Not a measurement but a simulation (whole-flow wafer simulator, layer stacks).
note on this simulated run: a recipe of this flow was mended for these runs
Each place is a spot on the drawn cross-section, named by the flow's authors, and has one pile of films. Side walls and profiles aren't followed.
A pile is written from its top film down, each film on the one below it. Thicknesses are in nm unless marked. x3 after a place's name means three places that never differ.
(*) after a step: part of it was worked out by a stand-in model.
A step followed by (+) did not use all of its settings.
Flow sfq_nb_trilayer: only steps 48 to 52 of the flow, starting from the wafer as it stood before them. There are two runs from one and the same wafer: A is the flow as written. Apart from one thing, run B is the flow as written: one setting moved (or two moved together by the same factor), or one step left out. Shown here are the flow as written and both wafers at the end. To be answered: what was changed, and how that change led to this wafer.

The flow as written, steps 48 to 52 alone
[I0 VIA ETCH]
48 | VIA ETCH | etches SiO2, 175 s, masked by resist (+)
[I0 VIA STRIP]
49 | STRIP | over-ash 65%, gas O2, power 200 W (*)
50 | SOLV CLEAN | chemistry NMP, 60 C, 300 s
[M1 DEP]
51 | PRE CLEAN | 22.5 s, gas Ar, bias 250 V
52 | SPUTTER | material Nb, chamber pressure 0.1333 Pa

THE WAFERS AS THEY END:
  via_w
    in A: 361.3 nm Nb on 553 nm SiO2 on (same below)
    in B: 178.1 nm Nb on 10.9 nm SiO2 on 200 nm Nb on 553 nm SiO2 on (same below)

Cause: step 48, VIA ETCH: 122 s was run, though the flow has 175 s.

The path from the change to this, step by step:
  48 | VIA ETCH | etches SiO2, 175 s, masked by resist (+)
      via_w: A SiO2 loses 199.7 (all of it), Nb loses 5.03 | B SiO2 loses 181.3
      field_l x5, v_sur x96, moat x3, l0v: A KrF-resist-other-grade loses 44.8 | B KrF-resist-other-grade loses 31.3
  49 | STRIP | over-ash 65%, gas O2, power 200 W (*)
      field_l x5, v_sur x96, moat x3, l0v: A KrF-resist-other-grade loses 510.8 (all of it), anti-reflective coat loses 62 (all of it) | B KrF-resist-other-grade loses 524.4 (all of it), anti-reflective coat loses 62 (all of it)
  51 | PRE CLEAN | 22.5 s, gas Ar, bias 250 V
      via_w: A Nb loses 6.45 | B SiO2 loses 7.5
  52 | SPUTTER | material Nb, chamber pressure 0.1333 Pa
      via_w: A Nb gains 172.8 | B Nb gains 178.1 (new film)
With metal films that touch counted as one body, via_w has 2 bodies (between them, from the top down: SiO2 10.9); the flow as written gives 1 body.
